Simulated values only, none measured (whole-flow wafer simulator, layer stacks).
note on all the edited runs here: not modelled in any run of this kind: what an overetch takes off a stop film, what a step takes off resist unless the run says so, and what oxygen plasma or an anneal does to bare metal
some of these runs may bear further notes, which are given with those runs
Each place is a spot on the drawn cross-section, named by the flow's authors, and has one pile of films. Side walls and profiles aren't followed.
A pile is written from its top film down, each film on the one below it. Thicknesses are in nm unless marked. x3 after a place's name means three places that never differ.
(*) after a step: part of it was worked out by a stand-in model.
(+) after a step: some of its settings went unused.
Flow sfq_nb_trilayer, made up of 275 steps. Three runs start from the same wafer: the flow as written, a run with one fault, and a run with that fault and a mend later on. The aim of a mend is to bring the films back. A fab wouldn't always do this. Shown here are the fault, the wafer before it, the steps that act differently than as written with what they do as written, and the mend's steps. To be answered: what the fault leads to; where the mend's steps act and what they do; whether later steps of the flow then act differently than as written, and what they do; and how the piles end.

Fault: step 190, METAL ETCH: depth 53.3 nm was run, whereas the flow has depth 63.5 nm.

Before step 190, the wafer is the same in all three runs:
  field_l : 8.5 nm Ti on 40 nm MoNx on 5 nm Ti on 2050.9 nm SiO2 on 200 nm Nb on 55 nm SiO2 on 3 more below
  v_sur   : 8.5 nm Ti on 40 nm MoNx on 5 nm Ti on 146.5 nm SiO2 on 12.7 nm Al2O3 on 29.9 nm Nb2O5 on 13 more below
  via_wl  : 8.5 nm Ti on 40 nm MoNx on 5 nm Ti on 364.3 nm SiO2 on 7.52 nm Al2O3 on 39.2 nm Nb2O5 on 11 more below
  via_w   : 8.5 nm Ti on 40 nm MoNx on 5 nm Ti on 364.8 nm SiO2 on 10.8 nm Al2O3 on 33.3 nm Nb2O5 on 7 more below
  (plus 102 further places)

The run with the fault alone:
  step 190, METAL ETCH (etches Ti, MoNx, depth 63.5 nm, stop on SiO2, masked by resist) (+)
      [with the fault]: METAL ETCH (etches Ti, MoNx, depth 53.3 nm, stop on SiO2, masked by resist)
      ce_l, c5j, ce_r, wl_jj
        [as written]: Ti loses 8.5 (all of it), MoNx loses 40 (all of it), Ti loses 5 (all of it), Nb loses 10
        [with the fault]: Ti loses 8.5 (all of it), MoNx loses 40 (all of it), Ti loses 5 (all of it)
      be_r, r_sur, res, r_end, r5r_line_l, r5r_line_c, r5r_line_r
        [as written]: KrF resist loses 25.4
        [with the fault]: KrF resist loses 21.3
  Later steps of the flow acting differently than as written (not shown: 11 more steps that differ only slightly, by at most 2% or 0.5 nm, whichever is larger):
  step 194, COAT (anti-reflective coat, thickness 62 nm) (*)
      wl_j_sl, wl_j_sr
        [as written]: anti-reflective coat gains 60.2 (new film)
        [with the fault]: anti-reflective coat gains 62 (new film)
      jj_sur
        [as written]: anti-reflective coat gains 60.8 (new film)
        [with the fault]: anti-reflective coat gains 62.8 (new film)
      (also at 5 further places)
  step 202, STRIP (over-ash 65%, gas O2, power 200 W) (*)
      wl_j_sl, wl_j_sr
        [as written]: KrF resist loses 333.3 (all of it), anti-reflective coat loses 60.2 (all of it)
        [with the fault]: KrF resist loses 333.1 (all of it), anti-reflective coat loses 62 (all of it)
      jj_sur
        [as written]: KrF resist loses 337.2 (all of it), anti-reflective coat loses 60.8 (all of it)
        [with the fault]: KrF resist loses 336.9 (all of it), anti-reflective coat loses 62.8 (all of it)
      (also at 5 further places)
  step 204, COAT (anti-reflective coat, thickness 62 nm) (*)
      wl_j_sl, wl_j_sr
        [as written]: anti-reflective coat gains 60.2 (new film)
        [with the fault]: anti-reflective coat gains 62 (new film)
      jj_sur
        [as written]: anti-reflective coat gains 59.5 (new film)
        [with the fault]: anti-reflective coat gains 61.3 (new film)
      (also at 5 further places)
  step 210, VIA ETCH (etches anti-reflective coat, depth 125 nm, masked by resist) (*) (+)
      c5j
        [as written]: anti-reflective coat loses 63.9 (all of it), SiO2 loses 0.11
        [with the fault]: anti-reflective coat loses 61.3 (all of it), SiO2 loses 0.12
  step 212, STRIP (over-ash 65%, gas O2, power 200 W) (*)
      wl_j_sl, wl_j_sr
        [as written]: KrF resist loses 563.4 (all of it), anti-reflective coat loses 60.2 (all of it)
        [with the fault]: KrF resist loses 563.2 (all of it), anti-reflective coat loses 62 (all of it)
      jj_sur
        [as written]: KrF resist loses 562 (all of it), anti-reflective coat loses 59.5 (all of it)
        [with the fault]: KrF resist loses 561.8 (all of it), anti-reflective coat loses 61.3 (all of it)
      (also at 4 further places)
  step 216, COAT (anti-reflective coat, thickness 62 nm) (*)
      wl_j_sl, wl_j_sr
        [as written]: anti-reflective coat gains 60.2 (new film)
        [with the fault]: anti-reflective coat gains 62 (new film)
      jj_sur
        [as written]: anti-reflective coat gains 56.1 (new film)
        [with the fault]: anti-reflective coat gains 58.6 (new film)
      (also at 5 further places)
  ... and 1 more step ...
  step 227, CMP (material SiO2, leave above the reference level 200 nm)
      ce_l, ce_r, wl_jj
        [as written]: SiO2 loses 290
        [with the fault]: SiO2 loses 300
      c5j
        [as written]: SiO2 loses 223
        [with the fault]: SiO2 loses 233
  By the end, the piles at ce_l, c5j, ce_r, wl_jj depart from the flow's by more than 2% or 0.5 nm, whichever is larger.
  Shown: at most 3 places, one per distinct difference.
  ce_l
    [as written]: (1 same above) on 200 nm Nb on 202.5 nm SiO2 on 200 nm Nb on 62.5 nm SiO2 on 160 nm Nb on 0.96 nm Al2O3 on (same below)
    [with the fault]: (1 same above) on 200 nm Nb on 192.5 nm SiO2 on 200 nm Nb on 62.5 nm SiO2 on 170 nm Nb on 0.96 nm Al2O3 on (same below)
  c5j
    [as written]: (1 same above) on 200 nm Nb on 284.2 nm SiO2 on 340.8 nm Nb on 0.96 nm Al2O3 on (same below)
    [with the fault]: (1 same above) on 200 nm Nb on 274.2 nm SiO2 on 350.8 nm Nb on 0.96 nm Al2O3 on (same below)

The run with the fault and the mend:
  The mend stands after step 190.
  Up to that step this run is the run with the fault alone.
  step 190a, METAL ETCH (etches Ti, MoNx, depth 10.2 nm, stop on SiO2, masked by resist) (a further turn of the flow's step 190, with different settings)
      be_r, r_sur, res, r_end, r5r_line_l, r5r_line_c, r5r_line_r
        KrF resist loses 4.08
      ce_l, c5j, ce_r, wl_jj
        Nb loses 10.2
  None of the later steps of the flow differs from how it acts as written, at any place that is followed, by more than 2% or 0.5 nm, whichever is larger.
  The piles end only slightly different from the flow's at the places that both follow, by no more than 2% or 0.5 nm, whichever is larger.
